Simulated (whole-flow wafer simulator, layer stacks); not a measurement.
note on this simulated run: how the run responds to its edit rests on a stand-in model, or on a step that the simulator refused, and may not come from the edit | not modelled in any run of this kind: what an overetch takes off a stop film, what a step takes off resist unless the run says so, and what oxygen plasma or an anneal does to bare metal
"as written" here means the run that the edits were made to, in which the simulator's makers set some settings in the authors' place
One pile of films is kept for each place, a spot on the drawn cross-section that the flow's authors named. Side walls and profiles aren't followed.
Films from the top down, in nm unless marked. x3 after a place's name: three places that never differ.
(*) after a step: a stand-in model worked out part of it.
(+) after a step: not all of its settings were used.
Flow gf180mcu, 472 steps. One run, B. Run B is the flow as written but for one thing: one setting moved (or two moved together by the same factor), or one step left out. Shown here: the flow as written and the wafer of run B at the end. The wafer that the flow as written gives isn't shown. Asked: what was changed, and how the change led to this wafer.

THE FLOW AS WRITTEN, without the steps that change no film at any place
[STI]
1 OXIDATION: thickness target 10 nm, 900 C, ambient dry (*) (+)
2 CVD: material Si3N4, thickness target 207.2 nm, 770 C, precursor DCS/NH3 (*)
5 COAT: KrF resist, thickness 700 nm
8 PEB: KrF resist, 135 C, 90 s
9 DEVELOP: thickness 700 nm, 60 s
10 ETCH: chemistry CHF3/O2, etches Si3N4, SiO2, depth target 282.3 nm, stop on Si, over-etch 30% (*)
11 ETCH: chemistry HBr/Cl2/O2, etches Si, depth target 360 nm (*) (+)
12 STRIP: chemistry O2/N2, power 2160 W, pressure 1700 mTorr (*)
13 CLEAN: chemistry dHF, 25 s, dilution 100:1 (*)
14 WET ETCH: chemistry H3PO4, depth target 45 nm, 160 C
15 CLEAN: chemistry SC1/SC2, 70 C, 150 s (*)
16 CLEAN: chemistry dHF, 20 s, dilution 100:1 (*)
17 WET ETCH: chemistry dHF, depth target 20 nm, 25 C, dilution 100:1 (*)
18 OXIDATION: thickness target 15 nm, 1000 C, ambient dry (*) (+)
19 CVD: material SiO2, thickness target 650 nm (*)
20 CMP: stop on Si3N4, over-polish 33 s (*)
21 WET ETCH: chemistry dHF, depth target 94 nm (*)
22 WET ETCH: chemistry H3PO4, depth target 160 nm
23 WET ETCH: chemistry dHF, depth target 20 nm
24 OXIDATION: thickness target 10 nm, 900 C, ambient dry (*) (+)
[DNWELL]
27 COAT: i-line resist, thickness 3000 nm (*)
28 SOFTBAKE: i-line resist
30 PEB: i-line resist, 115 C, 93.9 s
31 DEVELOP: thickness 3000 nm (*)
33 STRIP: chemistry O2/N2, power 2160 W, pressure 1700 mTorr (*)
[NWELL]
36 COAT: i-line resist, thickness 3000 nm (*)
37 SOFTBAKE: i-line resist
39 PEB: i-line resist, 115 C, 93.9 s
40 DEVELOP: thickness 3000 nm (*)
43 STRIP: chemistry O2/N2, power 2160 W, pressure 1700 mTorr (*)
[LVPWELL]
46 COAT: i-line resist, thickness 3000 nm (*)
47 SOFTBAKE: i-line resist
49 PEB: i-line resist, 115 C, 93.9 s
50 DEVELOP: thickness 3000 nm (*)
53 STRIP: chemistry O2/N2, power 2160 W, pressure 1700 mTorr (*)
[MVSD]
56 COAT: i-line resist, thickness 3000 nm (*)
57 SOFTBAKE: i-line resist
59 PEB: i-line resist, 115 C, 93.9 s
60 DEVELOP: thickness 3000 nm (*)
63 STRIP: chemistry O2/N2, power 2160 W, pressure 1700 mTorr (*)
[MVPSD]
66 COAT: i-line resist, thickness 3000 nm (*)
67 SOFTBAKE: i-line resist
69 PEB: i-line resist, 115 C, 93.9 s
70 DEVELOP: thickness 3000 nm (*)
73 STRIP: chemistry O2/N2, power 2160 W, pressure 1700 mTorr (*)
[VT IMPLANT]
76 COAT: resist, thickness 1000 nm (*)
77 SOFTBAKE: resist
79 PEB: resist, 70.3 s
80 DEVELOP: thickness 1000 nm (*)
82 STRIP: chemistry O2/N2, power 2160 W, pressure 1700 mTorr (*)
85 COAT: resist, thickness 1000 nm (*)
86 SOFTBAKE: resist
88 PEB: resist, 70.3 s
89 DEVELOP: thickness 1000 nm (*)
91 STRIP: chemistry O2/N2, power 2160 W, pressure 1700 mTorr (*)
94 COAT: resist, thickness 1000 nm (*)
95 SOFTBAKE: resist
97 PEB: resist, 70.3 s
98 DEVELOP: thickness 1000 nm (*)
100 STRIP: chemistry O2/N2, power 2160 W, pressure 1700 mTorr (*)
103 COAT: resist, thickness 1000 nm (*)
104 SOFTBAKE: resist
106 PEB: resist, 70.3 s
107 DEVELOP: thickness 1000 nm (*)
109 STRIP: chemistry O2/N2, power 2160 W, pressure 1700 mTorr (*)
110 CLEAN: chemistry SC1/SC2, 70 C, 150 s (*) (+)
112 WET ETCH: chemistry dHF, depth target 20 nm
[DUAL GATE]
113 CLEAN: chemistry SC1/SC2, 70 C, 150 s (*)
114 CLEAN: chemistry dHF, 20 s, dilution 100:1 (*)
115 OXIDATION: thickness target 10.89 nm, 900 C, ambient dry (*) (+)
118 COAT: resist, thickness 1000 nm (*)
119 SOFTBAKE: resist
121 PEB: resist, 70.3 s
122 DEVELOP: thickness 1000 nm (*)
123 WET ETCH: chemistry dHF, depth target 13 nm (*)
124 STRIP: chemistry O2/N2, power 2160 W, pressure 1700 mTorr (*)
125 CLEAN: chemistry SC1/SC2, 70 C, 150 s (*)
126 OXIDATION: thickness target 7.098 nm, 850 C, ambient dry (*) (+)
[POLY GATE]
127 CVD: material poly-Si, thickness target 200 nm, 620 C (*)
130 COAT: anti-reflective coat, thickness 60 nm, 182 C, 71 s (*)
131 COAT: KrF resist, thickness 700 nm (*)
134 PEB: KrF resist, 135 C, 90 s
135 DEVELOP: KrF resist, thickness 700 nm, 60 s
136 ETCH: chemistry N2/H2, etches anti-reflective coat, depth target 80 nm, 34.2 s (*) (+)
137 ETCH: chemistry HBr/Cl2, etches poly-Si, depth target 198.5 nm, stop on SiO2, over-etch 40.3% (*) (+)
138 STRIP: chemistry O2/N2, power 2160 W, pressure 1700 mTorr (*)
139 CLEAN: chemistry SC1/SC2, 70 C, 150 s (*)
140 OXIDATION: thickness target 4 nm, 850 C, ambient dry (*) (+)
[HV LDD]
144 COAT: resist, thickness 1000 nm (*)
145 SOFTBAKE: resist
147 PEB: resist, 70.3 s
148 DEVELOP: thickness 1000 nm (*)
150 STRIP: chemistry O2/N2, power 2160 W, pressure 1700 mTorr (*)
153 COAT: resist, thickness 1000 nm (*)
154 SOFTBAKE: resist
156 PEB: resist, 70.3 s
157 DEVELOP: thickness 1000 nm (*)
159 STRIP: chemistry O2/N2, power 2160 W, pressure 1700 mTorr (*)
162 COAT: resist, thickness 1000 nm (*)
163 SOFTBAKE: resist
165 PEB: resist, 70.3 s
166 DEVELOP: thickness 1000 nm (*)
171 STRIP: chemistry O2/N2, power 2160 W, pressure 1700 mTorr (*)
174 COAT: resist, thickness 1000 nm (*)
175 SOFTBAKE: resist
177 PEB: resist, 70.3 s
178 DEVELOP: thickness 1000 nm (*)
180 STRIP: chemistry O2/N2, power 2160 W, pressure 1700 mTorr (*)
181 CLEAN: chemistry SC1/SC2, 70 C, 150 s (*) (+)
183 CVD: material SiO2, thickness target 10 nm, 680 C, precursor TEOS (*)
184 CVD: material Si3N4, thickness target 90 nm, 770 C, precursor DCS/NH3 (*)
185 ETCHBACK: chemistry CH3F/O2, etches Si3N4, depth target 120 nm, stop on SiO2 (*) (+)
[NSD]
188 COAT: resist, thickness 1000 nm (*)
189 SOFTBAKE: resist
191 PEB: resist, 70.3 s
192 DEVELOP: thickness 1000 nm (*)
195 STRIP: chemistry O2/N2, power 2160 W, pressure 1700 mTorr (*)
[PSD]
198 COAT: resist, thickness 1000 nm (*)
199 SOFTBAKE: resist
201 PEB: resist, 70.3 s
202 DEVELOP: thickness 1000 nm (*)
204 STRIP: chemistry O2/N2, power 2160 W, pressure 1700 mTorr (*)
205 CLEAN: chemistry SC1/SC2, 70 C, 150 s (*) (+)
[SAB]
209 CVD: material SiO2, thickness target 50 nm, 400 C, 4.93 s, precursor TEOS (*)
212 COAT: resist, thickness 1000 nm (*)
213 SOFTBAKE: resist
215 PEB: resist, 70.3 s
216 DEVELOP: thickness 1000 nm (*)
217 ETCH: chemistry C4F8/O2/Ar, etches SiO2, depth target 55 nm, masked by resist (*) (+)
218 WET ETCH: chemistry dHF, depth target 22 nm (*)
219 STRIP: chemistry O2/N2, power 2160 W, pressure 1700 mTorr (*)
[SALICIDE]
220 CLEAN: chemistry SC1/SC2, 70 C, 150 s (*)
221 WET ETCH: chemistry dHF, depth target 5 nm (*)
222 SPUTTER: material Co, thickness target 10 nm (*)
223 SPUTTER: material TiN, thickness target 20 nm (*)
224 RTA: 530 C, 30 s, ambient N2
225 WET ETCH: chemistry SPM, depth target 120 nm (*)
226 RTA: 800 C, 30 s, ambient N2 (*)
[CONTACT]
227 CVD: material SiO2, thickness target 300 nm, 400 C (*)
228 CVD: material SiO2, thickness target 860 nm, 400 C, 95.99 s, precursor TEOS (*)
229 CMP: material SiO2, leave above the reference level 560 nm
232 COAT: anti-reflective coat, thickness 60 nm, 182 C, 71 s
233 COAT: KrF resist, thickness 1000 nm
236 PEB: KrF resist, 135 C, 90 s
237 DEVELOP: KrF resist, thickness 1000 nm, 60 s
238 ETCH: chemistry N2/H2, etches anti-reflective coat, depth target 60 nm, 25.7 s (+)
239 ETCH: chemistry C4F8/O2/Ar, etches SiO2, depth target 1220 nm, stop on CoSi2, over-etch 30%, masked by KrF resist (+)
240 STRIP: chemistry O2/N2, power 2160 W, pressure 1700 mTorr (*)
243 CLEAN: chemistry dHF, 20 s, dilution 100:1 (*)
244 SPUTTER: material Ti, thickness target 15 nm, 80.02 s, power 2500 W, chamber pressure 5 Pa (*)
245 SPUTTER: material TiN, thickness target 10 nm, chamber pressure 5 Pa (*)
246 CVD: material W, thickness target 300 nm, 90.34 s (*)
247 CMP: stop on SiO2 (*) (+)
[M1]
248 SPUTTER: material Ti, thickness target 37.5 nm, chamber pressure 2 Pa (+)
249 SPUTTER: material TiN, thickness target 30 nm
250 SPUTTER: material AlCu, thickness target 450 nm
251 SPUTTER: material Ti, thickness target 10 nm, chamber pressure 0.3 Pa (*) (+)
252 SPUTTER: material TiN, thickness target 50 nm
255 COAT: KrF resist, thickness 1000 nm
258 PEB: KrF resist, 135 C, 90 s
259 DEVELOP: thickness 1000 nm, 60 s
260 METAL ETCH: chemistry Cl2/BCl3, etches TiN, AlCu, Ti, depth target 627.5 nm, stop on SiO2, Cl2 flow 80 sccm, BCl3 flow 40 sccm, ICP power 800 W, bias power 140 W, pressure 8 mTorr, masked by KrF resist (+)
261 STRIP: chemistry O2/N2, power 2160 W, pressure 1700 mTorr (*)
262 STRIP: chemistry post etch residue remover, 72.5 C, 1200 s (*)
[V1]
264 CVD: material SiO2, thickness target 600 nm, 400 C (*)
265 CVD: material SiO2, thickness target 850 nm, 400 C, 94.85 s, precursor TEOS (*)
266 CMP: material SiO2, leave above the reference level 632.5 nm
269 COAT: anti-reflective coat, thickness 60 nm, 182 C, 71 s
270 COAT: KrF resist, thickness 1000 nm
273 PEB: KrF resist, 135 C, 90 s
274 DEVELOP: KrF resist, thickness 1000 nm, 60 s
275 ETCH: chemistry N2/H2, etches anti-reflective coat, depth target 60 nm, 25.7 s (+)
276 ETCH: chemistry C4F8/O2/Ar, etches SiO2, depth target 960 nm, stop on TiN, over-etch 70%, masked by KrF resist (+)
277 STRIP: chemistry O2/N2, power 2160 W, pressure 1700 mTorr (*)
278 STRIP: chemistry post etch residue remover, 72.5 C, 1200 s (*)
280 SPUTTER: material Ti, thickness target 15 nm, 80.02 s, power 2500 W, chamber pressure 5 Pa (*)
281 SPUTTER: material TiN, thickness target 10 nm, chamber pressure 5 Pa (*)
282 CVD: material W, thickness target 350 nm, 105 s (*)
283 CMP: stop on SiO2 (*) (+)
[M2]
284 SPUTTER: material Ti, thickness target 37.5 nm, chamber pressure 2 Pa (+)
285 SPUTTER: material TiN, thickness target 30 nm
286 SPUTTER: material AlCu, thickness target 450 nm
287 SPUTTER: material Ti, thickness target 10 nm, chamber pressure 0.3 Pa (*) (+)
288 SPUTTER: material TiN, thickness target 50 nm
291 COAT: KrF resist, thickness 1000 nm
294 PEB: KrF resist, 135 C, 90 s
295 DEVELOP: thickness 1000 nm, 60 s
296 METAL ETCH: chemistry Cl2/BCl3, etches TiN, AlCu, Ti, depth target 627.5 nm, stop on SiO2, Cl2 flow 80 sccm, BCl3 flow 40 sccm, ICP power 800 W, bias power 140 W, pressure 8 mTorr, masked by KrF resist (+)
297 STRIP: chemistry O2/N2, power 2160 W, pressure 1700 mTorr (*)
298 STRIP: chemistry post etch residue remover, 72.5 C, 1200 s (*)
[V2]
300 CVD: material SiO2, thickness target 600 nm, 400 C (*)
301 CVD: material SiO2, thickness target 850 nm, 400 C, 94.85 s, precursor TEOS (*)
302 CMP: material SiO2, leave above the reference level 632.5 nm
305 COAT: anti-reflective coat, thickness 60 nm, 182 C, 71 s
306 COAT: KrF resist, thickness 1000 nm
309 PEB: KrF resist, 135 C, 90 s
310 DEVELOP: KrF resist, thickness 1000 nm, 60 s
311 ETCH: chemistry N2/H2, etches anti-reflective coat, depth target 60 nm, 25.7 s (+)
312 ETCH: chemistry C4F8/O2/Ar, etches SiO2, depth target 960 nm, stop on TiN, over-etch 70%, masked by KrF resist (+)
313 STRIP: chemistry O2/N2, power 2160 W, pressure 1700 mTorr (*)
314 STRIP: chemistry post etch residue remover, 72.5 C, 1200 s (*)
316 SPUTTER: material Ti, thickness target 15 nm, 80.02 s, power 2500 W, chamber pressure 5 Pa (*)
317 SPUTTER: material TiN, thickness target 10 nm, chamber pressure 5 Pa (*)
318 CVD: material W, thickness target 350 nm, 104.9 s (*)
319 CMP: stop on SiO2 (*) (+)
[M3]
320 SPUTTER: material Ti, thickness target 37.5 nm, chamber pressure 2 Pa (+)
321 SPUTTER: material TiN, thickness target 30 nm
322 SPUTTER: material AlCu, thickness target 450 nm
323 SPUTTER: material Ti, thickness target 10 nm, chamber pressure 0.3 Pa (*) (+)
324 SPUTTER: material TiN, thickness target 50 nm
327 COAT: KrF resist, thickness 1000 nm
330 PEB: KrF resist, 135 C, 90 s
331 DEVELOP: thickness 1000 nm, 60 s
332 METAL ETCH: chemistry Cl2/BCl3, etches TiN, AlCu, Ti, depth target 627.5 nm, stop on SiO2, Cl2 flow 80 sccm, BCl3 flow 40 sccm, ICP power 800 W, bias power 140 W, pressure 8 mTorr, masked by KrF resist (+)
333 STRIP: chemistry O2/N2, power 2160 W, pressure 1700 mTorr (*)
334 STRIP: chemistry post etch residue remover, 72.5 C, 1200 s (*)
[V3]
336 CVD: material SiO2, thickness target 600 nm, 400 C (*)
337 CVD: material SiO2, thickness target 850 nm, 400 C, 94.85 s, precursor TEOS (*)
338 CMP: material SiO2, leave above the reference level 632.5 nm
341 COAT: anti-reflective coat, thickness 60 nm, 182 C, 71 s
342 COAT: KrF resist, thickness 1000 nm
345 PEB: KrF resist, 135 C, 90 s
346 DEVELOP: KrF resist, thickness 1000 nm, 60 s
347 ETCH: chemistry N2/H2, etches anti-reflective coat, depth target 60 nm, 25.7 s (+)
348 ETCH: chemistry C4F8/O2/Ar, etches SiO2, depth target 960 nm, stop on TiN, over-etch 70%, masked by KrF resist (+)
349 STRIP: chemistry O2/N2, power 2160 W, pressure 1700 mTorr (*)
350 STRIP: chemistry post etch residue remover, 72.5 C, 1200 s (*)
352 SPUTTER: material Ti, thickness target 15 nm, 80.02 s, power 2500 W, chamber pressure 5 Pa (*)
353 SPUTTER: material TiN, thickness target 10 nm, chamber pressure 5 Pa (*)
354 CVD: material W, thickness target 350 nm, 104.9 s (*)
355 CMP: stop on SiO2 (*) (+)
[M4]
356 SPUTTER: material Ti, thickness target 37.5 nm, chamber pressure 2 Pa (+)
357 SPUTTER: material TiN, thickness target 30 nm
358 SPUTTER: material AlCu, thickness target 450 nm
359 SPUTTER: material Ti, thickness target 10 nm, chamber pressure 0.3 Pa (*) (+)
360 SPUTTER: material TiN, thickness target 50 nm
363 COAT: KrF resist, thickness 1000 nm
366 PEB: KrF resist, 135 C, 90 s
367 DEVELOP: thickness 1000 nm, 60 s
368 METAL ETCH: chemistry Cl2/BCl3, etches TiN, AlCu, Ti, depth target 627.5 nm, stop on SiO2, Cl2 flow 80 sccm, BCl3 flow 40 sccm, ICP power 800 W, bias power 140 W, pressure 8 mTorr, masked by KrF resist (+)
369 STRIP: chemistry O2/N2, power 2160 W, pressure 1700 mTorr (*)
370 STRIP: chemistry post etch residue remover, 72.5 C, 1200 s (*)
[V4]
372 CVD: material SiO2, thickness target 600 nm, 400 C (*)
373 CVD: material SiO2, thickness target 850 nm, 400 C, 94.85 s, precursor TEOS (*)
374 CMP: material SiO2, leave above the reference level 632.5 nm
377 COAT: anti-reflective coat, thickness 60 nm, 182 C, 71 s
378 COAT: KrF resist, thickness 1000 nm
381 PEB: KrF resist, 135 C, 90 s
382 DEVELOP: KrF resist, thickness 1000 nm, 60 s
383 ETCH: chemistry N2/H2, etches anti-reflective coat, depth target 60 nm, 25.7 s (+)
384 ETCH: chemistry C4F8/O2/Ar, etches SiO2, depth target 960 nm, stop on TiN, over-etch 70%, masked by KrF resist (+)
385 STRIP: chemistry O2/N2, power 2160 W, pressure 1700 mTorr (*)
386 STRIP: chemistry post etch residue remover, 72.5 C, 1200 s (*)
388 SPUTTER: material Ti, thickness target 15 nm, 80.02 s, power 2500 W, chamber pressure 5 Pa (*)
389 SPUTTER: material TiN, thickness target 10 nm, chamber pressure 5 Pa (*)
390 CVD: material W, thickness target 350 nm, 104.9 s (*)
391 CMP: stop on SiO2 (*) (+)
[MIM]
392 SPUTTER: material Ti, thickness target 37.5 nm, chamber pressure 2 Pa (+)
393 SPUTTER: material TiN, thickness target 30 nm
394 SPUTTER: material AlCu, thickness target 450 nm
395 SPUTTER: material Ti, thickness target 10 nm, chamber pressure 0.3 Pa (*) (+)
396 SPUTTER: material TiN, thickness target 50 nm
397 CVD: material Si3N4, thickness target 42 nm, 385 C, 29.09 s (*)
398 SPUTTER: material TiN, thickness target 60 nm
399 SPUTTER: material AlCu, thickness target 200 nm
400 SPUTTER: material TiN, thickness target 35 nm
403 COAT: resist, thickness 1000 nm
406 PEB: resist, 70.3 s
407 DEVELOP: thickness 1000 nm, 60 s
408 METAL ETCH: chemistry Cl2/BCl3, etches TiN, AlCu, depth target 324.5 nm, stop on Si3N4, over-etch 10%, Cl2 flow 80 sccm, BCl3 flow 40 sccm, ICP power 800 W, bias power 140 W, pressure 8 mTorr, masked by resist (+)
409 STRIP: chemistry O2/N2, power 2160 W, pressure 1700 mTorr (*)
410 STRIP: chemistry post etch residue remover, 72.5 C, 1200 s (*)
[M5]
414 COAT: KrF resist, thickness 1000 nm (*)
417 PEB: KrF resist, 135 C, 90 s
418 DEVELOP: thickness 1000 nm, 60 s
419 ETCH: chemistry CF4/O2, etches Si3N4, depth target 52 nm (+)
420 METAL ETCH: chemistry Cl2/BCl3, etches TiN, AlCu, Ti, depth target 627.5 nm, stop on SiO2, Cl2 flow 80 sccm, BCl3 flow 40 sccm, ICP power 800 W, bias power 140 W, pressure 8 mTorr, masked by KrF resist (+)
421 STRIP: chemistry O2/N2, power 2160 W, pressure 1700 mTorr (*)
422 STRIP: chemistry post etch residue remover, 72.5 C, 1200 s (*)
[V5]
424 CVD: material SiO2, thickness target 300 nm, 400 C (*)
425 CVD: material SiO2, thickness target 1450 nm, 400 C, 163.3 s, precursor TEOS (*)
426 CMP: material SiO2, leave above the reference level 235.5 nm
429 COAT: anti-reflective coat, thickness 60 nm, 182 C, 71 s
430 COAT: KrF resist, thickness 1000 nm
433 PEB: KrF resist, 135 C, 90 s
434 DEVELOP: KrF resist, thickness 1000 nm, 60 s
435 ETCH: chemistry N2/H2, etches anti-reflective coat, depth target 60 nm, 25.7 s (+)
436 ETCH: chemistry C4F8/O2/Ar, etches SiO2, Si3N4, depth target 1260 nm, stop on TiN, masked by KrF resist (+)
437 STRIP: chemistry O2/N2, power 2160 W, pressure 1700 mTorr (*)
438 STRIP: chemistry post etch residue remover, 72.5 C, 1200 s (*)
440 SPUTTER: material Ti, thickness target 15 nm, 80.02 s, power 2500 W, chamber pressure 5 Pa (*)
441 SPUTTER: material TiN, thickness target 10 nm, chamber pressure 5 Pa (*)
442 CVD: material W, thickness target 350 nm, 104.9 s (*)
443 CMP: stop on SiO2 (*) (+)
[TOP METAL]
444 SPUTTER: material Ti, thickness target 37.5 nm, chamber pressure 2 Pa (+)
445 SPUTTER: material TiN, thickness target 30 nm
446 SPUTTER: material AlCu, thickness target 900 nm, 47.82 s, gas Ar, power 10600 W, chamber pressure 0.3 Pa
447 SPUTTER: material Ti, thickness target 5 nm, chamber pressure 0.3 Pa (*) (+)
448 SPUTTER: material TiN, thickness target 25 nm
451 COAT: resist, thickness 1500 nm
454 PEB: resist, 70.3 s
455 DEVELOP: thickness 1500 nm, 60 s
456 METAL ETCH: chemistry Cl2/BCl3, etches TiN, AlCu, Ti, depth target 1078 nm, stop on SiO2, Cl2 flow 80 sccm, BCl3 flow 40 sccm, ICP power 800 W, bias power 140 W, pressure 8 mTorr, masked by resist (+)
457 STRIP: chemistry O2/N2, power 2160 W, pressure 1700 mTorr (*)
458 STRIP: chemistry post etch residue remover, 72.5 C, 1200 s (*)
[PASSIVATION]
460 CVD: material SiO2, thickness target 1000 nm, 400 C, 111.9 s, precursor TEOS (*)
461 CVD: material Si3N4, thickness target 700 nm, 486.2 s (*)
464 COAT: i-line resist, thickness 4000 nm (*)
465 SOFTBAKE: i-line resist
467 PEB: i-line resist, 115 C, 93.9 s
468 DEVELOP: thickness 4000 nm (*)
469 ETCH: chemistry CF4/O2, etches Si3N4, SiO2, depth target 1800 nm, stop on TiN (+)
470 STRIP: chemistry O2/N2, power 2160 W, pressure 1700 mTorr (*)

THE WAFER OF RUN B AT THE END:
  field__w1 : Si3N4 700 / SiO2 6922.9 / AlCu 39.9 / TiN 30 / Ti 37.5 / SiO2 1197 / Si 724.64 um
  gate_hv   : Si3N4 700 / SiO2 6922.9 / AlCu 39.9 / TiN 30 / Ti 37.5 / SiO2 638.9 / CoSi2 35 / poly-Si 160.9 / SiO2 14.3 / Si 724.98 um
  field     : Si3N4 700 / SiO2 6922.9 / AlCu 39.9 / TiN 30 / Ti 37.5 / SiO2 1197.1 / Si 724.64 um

The cause: step 260, METAL ETCH: depth target 464.4 nm was run, where the flow has depth target 627.5 nm.

How the change led to this, step by step:
  260 METAL ETCH: chemistry Cl2/BCl3, etches TiN, AlCu, Ti, depth target 627.5 nm, stop on SiO2, Cl2 flow 80 sccm, BCl3 flow 40 sccm, ICP power 800 W, bias power 140 W, pressure 8 mTorr, masked by KrF resist (+)
      field, field__w1, field__w2 and 99 more: TiN -50 (all of it), Ti -10 (all of it), AlCu -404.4 (as written it would be: TiN -50 (all of it), Ti -10 (all of it), AlCu -450 (all of it), TiN -30 (all of it), Ti -37.5 (all of it))
      field__w8, contact, m1 and 6 more: KrF resist -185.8 (as written it would be: KrF resist -251)
  261 STRIP: chemistry O2/N2, power 2160 W, pressure 1700 mTorr (*)
      field__w8, contact, m1 and 6 more: KrF resist -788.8 (all of it) (as written it would be: KrF resist -723.5 (all of it))
  262 STRIP: chemistry post etch residue remover, 72.5 C, 1200 s (*)
      field, field__w1, field__w2 and 99 more: AlCu -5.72 (as written it would be: nothing)
  264 CVD: material SiO2, thickness target 600 nm, 400 C (*)
      field, field__w1, field__w2 and 99 more: SiO2 +600 (new film) (as written it would be: SiO2 +600)
  266 CMP: material SiO2, leave above the reference level 632.5 nm
      field, field__w1, field__w2 and 99 more: SiO2 -407.4 (as written it would be: SiO2 -300)
Counting metal films that touch as one body, field__w1 has 1 body; the flow as written gives 0 bodies.
Counting metal films that touch as one body, gate_hv has 2 bodies (between them, from the top down: SiO2 638.9); the flow as written gives 1 body.
Counting metal films that touch as one body, field has 1 body; the flow as written gives 0 bodies.
